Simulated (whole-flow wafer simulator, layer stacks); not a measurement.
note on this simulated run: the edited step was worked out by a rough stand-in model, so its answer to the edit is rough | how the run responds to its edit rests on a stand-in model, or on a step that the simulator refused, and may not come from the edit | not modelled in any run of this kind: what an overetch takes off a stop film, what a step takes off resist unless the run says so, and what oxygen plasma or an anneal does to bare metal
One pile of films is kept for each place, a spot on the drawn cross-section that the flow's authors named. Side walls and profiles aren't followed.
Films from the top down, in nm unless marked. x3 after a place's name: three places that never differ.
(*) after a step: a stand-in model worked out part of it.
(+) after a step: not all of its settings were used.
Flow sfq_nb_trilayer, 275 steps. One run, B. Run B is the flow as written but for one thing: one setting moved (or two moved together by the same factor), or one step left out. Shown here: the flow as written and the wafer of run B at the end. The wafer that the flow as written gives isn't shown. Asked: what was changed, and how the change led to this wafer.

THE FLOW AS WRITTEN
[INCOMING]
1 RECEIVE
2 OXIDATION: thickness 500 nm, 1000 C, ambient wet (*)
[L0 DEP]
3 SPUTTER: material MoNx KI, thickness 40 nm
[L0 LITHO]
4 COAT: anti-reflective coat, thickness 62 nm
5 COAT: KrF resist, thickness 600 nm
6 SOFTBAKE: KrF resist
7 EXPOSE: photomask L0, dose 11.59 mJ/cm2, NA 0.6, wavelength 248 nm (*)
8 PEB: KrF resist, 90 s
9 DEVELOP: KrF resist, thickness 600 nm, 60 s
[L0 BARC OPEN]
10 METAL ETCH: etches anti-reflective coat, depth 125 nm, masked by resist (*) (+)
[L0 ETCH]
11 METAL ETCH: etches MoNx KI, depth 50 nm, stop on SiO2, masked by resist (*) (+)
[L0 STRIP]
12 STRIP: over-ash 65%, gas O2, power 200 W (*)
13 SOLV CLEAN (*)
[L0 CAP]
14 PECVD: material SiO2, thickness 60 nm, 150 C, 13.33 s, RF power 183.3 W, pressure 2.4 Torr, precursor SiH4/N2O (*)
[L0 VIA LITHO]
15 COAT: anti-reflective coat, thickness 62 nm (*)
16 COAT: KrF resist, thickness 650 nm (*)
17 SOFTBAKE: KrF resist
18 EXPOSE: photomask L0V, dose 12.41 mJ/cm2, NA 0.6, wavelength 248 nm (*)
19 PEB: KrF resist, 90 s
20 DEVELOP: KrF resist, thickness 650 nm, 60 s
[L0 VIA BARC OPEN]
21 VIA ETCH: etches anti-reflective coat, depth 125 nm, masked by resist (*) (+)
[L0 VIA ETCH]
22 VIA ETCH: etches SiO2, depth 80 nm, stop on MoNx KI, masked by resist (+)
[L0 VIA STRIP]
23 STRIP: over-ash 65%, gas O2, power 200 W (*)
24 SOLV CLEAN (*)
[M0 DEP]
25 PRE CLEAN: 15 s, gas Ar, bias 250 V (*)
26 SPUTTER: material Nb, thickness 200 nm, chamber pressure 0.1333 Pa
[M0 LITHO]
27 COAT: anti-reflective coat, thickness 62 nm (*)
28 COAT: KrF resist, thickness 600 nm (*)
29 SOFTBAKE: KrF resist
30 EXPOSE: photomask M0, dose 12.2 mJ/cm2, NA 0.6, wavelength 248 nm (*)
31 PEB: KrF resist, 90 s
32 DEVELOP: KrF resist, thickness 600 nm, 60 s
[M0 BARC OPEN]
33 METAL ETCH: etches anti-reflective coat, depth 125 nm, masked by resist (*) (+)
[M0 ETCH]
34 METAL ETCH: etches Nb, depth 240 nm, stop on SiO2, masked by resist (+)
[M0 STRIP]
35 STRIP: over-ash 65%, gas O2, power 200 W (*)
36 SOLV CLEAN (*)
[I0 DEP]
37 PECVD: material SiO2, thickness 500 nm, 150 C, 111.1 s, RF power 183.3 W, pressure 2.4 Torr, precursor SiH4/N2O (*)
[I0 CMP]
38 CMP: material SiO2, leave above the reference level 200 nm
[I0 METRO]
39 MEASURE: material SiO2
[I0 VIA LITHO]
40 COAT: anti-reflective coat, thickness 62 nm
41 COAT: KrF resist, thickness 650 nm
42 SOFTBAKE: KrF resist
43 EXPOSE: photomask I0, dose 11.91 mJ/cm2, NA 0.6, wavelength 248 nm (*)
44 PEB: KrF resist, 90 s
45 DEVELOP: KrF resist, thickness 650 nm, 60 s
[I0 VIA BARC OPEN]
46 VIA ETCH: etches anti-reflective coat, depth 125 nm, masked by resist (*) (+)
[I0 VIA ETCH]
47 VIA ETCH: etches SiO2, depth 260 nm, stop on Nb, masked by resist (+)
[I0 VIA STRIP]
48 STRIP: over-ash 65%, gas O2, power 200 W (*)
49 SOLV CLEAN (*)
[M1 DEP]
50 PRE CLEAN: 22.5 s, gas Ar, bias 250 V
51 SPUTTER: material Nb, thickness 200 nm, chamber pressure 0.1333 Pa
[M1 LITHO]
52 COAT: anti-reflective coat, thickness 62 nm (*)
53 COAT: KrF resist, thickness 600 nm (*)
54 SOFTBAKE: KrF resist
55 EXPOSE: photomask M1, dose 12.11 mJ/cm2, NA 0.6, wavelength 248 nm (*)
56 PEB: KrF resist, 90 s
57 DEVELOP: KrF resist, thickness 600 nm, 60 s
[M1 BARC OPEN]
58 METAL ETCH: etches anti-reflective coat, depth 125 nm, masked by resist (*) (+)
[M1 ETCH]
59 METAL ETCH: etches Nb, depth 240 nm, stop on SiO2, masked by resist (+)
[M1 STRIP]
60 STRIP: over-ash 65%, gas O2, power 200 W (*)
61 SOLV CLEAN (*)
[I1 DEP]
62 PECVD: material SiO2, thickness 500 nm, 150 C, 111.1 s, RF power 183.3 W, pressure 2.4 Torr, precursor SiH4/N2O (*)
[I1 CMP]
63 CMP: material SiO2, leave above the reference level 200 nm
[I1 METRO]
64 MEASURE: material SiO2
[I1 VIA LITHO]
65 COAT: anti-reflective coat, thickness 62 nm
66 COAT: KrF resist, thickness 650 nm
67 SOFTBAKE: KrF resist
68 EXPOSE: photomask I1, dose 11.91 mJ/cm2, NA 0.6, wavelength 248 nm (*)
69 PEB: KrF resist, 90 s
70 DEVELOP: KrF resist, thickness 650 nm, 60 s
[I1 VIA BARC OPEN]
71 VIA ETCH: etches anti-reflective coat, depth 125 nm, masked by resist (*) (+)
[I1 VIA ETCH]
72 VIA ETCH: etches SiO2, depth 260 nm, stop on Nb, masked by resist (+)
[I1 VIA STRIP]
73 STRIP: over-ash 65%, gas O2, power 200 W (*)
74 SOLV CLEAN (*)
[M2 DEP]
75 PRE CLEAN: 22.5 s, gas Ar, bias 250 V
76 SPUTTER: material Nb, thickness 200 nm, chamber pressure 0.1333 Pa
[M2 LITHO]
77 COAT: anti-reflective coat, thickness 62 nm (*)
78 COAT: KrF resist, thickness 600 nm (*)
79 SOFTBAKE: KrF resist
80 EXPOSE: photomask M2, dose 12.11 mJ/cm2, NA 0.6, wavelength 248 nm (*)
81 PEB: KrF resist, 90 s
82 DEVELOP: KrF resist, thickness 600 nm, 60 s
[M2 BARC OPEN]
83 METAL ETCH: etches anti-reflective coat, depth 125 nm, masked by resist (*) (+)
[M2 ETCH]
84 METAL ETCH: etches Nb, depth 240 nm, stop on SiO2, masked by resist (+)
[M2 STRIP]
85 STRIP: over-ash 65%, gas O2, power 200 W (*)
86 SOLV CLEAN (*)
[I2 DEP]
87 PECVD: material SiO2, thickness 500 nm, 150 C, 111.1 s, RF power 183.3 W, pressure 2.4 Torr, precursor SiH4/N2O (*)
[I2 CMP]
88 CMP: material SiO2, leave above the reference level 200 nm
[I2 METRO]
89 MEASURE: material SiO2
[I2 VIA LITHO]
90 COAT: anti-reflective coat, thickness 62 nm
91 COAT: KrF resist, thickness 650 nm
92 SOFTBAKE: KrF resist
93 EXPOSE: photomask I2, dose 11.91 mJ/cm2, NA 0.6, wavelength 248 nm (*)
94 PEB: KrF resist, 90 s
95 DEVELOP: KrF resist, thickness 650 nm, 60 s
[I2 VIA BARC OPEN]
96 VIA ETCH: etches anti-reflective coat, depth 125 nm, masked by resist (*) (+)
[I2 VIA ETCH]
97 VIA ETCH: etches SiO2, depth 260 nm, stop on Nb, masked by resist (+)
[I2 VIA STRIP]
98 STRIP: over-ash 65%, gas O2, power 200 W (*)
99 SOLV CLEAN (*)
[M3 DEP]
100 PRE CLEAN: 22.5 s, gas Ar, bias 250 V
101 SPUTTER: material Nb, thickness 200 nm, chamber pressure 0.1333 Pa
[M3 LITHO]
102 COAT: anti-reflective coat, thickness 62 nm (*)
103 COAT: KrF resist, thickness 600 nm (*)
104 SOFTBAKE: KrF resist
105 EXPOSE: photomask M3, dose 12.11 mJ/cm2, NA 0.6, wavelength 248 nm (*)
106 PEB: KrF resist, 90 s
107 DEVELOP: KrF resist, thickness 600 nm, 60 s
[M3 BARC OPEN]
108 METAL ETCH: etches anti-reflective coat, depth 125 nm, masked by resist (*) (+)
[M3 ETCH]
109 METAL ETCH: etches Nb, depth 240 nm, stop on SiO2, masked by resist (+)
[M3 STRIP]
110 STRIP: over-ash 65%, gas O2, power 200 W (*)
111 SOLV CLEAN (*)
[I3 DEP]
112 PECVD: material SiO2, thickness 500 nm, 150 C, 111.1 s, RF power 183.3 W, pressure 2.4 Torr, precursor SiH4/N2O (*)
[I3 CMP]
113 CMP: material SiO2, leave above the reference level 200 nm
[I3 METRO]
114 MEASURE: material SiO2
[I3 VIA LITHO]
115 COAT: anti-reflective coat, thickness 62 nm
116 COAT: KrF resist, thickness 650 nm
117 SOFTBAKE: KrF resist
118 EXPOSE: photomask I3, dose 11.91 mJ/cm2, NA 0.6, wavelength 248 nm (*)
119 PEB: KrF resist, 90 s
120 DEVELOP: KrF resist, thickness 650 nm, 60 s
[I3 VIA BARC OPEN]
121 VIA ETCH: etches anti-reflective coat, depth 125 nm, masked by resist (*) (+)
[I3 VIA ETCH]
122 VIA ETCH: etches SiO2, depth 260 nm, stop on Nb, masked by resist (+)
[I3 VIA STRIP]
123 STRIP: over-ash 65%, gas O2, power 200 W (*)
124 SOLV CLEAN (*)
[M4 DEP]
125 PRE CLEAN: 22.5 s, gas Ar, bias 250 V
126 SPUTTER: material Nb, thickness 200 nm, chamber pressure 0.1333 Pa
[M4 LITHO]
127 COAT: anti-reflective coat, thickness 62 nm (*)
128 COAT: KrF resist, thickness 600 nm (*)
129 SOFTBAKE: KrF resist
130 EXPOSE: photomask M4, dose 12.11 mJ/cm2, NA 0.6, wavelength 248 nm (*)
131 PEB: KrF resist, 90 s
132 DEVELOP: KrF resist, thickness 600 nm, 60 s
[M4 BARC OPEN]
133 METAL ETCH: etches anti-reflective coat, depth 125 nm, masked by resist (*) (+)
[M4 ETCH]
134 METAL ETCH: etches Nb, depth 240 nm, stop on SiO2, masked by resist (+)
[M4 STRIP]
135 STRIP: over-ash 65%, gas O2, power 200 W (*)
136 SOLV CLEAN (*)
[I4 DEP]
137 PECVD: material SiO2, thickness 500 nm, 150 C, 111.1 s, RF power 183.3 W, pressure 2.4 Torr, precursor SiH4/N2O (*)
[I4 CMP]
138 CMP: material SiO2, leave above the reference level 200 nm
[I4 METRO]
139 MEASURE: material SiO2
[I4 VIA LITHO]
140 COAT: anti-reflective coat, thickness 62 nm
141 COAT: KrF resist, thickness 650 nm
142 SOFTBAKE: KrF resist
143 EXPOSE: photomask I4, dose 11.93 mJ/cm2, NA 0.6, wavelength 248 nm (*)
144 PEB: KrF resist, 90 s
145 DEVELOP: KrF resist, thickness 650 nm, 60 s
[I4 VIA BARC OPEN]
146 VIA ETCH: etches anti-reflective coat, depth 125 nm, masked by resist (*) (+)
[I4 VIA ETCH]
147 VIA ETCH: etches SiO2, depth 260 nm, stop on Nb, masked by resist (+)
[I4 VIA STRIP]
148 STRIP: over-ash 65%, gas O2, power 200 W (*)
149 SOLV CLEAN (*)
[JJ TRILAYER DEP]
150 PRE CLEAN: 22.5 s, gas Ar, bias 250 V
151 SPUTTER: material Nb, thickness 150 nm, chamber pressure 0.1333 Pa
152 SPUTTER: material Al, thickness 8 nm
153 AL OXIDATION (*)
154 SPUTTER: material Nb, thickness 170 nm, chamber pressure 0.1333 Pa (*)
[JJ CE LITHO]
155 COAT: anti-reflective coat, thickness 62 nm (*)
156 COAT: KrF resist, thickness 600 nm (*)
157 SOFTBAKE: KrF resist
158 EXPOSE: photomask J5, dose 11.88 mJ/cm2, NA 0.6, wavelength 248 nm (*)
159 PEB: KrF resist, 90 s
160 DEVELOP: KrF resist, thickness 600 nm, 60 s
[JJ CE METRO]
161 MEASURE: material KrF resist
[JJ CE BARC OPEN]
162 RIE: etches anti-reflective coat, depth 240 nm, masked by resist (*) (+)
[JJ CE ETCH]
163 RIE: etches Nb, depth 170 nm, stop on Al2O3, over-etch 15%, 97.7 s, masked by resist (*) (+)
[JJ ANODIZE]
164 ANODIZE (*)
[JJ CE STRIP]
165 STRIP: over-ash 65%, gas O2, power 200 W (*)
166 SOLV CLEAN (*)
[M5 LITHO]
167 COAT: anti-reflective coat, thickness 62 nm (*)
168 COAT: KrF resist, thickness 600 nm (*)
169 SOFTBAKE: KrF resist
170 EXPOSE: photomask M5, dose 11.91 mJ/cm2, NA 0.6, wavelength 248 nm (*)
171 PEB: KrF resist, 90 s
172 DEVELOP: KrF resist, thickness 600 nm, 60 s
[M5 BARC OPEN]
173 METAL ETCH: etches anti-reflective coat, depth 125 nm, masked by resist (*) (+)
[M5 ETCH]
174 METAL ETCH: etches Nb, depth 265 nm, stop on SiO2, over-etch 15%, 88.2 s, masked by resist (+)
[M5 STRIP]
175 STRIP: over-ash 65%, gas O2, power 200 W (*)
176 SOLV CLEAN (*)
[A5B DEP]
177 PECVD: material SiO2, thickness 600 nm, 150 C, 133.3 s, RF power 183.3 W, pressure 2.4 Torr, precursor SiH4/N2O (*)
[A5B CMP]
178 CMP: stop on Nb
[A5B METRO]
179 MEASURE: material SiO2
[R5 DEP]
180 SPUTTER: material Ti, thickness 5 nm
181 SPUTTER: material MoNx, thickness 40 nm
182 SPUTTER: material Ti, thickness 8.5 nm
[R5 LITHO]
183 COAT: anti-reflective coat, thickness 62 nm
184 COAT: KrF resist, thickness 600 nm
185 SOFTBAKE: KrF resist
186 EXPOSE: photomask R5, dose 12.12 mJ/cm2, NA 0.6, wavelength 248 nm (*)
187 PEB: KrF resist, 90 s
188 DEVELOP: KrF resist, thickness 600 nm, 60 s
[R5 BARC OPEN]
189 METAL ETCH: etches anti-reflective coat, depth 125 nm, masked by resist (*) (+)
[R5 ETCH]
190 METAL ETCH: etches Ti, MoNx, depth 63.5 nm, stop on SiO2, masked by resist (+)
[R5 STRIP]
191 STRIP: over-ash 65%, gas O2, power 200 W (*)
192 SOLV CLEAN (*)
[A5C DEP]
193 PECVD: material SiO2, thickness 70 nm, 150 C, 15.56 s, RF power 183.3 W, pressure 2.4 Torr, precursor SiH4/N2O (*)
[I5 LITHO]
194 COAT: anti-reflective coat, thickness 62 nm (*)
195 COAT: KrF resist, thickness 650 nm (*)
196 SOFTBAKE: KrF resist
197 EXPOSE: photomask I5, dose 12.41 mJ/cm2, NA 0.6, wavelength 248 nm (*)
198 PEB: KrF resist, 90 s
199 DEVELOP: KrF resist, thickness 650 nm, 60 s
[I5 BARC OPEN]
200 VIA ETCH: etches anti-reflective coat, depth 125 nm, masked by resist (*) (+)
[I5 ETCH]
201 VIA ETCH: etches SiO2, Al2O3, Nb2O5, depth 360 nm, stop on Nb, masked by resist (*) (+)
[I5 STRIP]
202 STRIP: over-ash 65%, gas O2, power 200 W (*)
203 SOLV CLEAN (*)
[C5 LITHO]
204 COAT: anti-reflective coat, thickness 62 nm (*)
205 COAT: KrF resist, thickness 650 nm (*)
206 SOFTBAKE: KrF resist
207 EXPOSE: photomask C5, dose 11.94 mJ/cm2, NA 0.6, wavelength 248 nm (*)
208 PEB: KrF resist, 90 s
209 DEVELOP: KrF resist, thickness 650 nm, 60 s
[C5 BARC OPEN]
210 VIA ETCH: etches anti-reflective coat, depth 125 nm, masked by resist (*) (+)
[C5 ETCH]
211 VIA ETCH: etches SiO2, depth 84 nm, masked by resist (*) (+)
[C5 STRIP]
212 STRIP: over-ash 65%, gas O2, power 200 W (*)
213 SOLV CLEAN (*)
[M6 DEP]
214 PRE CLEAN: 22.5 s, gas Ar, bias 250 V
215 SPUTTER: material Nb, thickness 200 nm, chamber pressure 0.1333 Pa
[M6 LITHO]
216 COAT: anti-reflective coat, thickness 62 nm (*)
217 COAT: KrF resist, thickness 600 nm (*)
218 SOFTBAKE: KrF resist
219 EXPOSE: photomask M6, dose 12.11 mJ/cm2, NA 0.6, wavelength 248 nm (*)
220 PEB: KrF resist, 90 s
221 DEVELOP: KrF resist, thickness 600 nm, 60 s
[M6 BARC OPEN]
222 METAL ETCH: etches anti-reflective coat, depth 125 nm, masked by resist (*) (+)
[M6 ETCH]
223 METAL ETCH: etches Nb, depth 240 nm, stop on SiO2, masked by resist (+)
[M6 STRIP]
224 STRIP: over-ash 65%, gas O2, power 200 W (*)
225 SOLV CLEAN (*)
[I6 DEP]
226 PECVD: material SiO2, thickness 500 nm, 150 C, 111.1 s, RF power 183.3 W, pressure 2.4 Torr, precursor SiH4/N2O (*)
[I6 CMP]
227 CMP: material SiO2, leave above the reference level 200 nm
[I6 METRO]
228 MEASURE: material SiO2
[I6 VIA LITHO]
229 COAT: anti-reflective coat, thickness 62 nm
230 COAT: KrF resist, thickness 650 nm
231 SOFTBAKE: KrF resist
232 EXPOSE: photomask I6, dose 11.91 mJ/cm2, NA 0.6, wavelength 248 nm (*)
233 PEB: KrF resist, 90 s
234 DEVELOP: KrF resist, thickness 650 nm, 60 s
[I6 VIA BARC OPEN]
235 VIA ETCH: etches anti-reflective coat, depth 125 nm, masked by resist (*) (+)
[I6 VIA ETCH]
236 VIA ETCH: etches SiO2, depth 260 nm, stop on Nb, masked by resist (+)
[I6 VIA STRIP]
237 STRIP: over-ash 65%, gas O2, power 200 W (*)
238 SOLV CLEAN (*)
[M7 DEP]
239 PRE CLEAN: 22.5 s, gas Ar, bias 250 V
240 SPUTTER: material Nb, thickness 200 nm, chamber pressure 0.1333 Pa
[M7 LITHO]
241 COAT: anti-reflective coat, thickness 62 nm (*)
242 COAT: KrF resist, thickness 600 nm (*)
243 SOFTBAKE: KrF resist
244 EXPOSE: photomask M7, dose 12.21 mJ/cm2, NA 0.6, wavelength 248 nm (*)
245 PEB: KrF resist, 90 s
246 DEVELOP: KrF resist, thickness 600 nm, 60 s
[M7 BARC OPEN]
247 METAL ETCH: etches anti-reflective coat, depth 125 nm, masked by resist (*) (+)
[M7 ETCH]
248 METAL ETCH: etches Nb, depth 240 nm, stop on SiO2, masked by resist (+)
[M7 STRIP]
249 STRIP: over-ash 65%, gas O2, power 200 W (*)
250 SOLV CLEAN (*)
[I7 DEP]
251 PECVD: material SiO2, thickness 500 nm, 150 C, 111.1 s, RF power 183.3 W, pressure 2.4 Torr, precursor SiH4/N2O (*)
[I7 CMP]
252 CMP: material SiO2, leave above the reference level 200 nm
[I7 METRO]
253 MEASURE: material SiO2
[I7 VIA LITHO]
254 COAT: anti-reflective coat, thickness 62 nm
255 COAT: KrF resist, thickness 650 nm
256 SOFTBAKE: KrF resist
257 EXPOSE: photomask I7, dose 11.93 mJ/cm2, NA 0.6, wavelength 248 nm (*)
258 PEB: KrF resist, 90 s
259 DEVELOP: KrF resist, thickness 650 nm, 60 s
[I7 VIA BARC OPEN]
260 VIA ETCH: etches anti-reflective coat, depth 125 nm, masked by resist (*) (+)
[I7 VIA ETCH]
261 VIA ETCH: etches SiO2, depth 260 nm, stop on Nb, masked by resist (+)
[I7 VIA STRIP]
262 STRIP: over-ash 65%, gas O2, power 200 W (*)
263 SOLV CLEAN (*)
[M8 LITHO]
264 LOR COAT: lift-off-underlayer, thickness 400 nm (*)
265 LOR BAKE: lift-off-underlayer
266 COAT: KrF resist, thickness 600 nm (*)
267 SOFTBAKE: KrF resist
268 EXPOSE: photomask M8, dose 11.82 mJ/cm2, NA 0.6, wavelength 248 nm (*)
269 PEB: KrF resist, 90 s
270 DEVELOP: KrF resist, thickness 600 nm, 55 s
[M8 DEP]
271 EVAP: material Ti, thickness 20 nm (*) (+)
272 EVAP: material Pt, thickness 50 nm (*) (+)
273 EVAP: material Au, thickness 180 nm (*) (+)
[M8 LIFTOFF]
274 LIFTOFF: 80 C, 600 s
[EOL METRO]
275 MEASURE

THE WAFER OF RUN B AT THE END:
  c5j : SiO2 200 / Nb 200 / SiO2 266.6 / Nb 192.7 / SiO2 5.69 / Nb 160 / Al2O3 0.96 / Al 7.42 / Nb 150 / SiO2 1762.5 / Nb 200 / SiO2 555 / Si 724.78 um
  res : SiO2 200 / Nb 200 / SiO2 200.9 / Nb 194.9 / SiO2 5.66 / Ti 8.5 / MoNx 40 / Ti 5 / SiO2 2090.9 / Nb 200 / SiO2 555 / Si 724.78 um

The cause: step 211, VIA ETCH: depth 56.7 nm was run, where the flow has depth 84 nm.

How the change led to this, step by step:
  211 VIA ETCH: etches SiO2, depth 84 nm, masked by resist (*) (+)
      c5j: SiO2 -56.7 (as written it would be: SiO2 -69.9 (all of it), Nb -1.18)
      res: SiO2 -56.7 (as written it would be: SiO2 -69.9 (all of it))
      (and at 104 more places)
  214 PRE CLEAN: 22.5 s, gas Ar, bias 250 V
      c5j: SiO2 -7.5 (as written it would be: Nb -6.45)
      res: SiO2 -7.5 (as written it would be: Ti -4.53)
  215 SPUTTER: material Nb, thickness 200 nm, chamber pressure 0.1333 Pa
      c5j: Nb +192.7 (new film) (as written it would be: Nb +188.4)
  216 COAT: anti-reflective coat, thickness 62 nm (*)
      ce_l: anti-reflective coat +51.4 (new film) (as written it would be: anti-reflective coat +48 (new film))
      c5j: anti-reflective coat +100.9 (new film) (as written it would be: anti-reflective coat +110.7 (new film))
      (and at 3 more places)
  224 STRIP: over-ash 65%, gas O2, power 200 W (*)
      ce_l: KrF resist -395 (all of it), anti-reflective coat -51.4 (all of it) (as written it would be: KrF resist -397.1 (all of it), anti-reflective coat -48 (all of it))
      c5j: KrF resist -412.1 (all of it), anti-reflective coat -100.9 (all of it) (as written it would be: KrF resist -418.3 (all of it), anti-reflective coat -110.7 (all of it))
      (and at 3 more places)
  226 PECVD: material SiO2, thickness 500 nm, 150 C, 111.1 s, RF power 183.3 W, pressure 2.4 Torr, precursor SiH4/N2O (*)
      c5j: SiO2 +500 (new film) (as written it would be: SiO2 +514.7 (new film))
  227 CMP: material SiO2, leave above the reference level 200 nm
      res: SiO2 -291.6 (as written it would be: SiO2 -279.4)
Counting metal films that touch as one body, c5j has 5 bodies (between them, from the top down: SiO2 266.6; SiO2 5.69; Al2O3 0.96; SiO2 1762.5); the flow as written gives 4 bodies (between them, from the top down: SiO2 284.2; Al2O3 0.96; SiO2 1762.5).
Counting metal films that touch as one body, res has 4 bodies (between them, from the top down: SiO2 200.9; SiO2 5.66; SiO2 2090.9); the flow as written gives 3 bodies (between them, from the top down: SiO2 213.1; SiO2 2090.9).
